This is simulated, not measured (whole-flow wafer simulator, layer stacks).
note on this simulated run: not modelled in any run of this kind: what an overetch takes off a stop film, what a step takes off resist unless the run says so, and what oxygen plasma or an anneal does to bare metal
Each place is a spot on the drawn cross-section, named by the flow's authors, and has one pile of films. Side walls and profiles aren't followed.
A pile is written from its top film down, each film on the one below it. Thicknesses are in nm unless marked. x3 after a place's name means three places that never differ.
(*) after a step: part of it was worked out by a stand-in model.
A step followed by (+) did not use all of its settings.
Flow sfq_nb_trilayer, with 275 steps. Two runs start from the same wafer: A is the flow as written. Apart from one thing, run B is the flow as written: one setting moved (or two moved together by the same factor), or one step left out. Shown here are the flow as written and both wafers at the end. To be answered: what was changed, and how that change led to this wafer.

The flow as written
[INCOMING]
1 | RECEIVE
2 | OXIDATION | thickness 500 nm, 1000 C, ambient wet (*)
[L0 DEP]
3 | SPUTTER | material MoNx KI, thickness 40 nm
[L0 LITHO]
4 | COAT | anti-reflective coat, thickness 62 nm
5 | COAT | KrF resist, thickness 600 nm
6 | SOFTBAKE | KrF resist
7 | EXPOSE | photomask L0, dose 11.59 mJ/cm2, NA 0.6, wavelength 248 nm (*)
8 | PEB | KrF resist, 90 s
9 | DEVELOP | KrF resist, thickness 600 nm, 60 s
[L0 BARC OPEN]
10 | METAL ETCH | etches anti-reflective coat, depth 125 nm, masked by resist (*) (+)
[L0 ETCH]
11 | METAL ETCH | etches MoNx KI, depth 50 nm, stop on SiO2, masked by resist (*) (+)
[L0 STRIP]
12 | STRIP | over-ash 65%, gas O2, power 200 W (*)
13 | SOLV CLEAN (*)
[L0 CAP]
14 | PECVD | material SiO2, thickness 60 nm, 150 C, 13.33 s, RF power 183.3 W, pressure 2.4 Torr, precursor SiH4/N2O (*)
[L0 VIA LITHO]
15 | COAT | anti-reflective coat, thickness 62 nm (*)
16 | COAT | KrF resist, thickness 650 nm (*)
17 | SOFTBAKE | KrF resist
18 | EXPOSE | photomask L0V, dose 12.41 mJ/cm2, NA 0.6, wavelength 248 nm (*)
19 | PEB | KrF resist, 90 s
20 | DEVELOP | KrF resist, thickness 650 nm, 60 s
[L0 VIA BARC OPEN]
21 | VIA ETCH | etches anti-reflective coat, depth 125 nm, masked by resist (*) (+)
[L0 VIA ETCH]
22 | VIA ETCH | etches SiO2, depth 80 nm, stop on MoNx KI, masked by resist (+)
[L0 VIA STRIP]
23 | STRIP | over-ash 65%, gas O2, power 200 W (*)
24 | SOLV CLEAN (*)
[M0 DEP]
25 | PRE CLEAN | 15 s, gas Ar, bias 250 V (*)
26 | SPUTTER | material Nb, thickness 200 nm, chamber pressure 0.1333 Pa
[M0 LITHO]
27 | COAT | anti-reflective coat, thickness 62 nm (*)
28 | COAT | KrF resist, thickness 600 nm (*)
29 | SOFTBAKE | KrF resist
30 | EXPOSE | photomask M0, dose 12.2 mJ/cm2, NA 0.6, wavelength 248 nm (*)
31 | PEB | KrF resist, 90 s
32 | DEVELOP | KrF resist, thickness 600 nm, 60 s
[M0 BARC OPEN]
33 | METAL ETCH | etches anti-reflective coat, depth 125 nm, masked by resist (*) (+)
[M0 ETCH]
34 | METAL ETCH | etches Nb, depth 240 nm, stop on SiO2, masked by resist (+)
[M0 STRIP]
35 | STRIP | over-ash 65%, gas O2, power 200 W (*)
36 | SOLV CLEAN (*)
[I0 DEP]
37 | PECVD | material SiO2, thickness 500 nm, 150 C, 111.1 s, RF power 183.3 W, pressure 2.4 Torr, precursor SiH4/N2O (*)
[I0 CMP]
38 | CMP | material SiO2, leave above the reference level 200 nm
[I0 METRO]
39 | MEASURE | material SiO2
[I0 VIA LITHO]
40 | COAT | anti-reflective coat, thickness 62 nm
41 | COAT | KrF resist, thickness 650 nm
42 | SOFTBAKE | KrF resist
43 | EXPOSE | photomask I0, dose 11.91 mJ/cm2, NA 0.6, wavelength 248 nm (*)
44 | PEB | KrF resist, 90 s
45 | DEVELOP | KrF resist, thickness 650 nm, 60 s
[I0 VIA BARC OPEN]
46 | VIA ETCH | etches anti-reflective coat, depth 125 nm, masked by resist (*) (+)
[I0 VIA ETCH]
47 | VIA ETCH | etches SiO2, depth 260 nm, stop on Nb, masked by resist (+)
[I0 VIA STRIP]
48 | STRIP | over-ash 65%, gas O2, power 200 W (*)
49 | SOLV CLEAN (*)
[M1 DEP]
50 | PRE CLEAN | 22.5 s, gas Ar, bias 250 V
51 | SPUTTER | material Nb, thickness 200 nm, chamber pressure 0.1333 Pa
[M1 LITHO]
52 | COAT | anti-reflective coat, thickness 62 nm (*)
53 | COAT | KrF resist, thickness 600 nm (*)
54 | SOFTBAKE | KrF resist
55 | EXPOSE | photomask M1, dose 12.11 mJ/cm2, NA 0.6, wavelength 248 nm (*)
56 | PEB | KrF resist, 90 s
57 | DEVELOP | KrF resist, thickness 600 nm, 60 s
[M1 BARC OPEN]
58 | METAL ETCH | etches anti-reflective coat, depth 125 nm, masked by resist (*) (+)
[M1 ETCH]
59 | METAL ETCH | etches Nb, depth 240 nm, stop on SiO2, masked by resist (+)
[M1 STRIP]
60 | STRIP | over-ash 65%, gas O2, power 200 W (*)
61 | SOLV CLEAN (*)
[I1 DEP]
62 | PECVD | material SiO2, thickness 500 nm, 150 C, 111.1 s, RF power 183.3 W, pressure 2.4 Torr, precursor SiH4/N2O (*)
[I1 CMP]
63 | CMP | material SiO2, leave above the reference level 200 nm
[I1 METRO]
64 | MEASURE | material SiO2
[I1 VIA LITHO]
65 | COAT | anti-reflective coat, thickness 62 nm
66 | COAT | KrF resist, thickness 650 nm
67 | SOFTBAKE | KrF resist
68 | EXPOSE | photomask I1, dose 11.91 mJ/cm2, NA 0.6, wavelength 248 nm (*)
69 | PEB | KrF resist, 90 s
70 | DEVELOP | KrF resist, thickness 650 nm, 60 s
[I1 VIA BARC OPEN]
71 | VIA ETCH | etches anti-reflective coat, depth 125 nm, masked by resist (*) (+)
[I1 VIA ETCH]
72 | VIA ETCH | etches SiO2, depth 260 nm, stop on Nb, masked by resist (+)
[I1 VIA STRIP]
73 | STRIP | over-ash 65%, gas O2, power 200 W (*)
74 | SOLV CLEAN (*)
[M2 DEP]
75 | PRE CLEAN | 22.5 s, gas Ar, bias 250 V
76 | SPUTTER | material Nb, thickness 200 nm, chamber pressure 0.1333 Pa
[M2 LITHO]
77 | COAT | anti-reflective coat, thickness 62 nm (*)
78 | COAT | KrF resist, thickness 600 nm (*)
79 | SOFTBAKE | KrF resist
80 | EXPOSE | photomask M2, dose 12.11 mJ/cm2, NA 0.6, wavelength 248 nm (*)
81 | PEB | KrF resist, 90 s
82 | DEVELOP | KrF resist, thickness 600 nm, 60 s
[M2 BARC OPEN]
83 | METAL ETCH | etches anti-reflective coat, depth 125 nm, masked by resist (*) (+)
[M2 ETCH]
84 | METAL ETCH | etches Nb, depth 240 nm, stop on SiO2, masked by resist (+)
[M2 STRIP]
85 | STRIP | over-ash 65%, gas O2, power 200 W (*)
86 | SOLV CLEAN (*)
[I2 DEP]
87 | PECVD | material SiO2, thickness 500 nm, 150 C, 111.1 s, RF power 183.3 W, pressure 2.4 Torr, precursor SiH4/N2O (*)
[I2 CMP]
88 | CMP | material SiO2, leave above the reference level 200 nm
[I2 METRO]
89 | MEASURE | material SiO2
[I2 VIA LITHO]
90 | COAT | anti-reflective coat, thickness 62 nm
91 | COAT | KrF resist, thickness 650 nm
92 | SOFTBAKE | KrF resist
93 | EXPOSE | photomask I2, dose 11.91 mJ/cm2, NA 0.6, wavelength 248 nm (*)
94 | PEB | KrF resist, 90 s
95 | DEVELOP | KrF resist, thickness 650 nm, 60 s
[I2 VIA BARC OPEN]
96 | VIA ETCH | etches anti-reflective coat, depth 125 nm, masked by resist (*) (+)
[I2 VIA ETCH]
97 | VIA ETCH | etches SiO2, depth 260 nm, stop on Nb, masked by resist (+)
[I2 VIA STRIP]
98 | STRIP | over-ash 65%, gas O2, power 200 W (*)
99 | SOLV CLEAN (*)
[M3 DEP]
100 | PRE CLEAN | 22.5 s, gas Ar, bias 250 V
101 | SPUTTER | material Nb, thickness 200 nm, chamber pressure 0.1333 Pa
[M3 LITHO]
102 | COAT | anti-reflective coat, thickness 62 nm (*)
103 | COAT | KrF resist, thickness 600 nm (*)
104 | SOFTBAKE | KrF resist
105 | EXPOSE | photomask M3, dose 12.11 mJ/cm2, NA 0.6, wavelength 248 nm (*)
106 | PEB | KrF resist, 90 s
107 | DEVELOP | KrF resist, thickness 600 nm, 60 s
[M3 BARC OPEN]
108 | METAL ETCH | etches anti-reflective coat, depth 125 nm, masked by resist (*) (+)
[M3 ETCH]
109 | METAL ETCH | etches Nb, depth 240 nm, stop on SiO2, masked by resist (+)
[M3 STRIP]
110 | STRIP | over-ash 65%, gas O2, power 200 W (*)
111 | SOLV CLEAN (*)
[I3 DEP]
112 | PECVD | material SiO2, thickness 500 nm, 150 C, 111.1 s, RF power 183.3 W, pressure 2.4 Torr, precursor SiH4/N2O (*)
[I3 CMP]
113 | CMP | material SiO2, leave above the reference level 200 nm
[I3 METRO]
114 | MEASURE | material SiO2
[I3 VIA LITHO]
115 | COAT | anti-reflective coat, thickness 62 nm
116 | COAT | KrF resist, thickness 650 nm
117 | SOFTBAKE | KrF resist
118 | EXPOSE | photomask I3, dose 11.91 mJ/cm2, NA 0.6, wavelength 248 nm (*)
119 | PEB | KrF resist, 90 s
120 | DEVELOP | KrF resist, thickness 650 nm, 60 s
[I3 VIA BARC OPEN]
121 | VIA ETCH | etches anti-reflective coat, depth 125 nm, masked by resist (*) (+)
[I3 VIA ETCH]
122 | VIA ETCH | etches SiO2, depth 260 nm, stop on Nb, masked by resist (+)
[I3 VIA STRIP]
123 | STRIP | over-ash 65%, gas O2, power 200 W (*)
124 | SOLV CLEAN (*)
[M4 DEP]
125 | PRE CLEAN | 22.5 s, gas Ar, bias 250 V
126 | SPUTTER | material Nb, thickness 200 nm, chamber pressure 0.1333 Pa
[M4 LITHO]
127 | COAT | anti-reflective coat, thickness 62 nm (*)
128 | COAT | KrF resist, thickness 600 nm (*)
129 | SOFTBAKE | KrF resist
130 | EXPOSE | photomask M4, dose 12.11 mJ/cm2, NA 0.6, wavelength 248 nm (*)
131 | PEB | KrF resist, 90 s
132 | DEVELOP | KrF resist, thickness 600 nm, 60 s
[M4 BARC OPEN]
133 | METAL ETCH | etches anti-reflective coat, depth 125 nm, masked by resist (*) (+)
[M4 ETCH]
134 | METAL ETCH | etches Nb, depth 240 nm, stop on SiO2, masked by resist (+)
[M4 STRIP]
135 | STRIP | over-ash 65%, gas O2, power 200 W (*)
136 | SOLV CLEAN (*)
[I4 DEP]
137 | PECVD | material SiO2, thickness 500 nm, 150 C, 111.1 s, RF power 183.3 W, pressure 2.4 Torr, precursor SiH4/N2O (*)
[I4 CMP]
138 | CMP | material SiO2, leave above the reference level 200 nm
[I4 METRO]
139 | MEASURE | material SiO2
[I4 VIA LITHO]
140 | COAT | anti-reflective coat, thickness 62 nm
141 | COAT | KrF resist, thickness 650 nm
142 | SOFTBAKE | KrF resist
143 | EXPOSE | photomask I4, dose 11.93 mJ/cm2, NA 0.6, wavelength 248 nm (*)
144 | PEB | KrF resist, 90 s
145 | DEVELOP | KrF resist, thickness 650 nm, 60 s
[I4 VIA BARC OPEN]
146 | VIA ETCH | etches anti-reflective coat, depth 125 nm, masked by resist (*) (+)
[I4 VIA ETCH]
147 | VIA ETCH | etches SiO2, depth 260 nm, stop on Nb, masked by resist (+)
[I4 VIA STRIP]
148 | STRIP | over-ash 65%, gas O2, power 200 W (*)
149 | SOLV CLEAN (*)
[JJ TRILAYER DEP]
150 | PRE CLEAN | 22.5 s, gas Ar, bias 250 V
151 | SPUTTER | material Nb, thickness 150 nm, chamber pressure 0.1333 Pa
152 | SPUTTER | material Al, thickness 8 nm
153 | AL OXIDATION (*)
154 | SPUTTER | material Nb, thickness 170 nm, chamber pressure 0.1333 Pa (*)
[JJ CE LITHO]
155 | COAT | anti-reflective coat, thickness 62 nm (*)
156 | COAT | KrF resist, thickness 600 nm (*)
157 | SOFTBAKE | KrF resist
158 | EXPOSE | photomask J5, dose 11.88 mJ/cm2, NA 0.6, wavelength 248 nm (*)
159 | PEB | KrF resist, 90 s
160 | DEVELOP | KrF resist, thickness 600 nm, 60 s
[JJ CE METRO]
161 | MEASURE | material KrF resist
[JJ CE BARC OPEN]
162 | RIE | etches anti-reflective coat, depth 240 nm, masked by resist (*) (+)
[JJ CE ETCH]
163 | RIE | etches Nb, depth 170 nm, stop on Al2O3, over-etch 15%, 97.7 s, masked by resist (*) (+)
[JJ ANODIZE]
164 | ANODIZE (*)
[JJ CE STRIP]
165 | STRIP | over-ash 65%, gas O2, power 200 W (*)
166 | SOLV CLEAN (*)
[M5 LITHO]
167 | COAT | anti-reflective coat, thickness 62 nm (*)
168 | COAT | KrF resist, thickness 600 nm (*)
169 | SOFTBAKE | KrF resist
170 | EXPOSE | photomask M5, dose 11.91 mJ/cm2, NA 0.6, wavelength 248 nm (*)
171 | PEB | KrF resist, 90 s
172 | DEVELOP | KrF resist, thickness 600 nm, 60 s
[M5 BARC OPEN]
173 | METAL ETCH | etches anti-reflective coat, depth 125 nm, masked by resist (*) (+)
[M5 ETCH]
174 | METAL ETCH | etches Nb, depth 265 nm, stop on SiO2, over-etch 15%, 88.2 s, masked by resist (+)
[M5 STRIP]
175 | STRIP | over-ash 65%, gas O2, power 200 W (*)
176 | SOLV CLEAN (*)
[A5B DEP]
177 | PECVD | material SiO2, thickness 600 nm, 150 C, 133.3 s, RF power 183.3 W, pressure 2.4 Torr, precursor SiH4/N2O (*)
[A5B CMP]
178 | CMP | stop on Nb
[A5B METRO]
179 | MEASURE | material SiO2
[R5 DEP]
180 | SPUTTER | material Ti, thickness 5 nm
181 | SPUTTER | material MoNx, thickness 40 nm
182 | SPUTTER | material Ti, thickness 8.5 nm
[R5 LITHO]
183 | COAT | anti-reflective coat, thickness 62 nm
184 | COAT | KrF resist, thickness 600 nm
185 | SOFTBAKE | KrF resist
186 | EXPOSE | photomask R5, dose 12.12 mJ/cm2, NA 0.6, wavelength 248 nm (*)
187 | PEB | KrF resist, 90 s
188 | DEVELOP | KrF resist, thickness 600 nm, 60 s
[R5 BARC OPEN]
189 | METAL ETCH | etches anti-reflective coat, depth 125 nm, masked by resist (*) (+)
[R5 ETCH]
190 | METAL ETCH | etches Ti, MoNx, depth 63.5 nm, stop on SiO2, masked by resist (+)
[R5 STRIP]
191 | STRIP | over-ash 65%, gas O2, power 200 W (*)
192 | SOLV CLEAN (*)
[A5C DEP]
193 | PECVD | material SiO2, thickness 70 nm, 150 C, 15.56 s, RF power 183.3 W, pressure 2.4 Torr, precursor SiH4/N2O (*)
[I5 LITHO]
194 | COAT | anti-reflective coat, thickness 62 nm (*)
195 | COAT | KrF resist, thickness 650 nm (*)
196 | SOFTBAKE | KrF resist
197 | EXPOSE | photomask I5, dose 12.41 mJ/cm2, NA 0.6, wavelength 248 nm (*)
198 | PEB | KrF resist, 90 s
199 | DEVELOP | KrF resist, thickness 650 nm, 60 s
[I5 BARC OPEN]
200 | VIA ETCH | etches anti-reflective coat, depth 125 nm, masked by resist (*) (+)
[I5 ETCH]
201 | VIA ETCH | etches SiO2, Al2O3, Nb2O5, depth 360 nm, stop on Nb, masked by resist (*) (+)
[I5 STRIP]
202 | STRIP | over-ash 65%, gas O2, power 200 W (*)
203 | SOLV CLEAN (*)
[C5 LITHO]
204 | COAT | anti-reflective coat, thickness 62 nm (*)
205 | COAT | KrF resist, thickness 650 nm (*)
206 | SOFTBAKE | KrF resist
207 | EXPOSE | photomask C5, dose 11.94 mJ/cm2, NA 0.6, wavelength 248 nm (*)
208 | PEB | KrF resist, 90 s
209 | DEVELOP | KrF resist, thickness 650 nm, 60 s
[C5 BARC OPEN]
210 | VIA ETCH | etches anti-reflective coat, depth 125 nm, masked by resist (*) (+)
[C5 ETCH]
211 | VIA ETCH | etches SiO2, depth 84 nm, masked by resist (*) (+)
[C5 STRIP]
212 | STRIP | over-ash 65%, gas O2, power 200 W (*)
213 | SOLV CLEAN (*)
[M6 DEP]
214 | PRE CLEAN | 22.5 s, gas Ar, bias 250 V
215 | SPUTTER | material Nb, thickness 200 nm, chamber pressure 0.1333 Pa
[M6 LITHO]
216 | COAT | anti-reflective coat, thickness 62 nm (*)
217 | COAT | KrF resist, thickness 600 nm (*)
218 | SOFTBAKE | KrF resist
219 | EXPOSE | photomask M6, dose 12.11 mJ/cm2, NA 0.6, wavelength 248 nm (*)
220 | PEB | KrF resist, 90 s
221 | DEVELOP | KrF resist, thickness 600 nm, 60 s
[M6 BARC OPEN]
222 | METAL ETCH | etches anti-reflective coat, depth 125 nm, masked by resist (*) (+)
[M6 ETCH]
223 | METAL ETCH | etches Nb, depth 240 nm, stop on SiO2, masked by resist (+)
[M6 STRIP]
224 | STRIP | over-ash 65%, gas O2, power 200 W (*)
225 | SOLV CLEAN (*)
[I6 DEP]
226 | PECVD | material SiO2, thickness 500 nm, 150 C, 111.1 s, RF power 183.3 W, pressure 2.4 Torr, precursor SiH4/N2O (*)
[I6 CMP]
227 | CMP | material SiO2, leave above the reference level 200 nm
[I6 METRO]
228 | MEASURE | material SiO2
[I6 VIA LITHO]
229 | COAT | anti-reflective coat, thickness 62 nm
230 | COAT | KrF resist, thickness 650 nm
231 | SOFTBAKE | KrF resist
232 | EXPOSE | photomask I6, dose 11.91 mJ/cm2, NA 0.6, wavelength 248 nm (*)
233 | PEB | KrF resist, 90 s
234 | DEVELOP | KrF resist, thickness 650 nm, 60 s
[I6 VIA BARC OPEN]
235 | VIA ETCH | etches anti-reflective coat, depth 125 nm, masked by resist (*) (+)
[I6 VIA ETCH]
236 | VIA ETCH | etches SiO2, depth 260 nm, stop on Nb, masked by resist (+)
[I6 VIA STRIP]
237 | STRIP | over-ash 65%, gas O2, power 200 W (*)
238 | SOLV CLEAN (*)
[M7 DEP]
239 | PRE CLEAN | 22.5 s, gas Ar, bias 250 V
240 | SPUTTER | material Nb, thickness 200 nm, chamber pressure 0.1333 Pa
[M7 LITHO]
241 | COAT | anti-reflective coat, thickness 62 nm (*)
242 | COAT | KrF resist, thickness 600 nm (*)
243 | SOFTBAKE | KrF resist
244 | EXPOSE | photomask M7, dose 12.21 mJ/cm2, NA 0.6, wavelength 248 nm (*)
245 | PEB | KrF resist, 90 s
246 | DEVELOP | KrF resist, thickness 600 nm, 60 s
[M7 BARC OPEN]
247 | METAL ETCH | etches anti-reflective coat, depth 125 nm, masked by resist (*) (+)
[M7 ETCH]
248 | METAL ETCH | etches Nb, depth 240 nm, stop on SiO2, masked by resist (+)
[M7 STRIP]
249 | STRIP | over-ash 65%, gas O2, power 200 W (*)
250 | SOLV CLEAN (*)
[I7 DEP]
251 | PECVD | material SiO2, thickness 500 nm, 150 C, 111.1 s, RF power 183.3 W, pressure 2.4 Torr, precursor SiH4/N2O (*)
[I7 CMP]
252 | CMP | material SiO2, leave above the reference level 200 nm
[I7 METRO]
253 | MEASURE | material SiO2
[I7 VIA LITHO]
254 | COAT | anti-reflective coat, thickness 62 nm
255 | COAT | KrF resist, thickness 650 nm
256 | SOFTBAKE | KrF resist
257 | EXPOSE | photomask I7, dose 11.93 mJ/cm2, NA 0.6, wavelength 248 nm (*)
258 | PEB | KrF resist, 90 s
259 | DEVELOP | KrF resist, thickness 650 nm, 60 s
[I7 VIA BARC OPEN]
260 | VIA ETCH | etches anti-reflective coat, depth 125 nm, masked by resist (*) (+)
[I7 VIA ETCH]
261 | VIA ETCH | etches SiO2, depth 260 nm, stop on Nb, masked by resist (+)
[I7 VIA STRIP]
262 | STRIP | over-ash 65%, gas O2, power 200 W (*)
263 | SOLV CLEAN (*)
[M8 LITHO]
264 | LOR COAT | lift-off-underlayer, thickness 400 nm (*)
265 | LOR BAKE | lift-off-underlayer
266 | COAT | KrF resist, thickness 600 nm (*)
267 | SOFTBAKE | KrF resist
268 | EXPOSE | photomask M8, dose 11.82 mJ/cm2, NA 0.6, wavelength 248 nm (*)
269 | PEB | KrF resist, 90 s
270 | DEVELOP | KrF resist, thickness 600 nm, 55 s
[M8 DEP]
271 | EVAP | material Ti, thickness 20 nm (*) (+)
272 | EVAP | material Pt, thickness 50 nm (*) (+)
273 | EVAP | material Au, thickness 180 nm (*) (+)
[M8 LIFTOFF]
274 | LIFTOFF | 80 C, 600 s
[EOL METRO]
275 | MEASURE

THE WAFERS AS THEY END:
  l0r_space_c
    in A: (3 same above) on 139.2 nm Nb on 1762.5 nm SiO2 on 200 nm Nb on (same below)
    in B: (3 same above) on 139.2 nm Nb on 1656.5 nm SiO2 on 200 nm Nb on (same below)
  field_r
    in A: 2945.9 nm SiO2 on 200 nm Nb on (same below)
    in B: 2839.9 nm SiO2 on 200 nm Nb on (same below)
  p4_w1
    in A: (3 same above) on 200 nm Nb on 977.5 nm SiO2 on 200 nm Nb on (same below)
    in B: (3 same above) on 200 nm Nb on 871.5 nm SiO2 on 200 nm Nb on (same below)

The reason: step 76, SPUTTER: thickness 94 nm was run, though the flow has thickness 200 nm.

How this came from the change, step by step:
  76 | SPUTTER | material Nb, thickness 200 nm, chamber pressure 0.1333 Pa
      field_l, v_sur, via_wl and 102 more: A +200 Nb (new film) | B +94 Nb (new film)
      via_v: A +174.5 Nb | B +82.8 Nb
  77 | COAT | anti-reflective coat, thickness 62 nm (*)
      via_v: A +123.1 anti-reflective coat (new film) | B +118.7 anti-reflective coat (new film)
  84 | METAL ETCH | etches Nb, depth 240 nm, stop on SiO2, masked by resist (+)
      field_l, be, be_sur and 81 more: A -200 Nb (all of it) | B -94 Nb (all of it)
      v_sur, via_wl, via_w and 19 more: A -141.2 KrF resist | B -82.9 KrF resist
  85 | STRIP | over-ash 65%, gas O2, power 200 W (*)
      wl_j_sl, wl_jj, wl_j_sr and 12 more: A -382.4 KrF resist (all of it), -62 anti-reflective coat (all of it) | B -440.6 KrF resist (all of it), -62 anti-reflective coat (all of it)
      v_sur: A -380 KrF resist (all of it), -61.4 anti-reflective coat (all of it) | B -438.4 KrF resist (all of it), -61.4 anti-reflective coat (all of it)
      (as well as at 6 more places)
  87 | PECVD | material SiO2, thickness 500 nm, 150 C, 111.1 s, RF power 183.3 W, pressure 2.4 Torr, precursor SiH4/N2O (*)
      via_v: A +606 SiO2 (new film) | B +580.1 SiO2 (new film)
  88 | CMP | material SiO2, leave above the reference level 200 nm
      field_l, be, be_sur and 81 more: A -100 SiO2 | B -206 SiO2
      via_v: A -181.6 SiO2 | B -170 SiO2
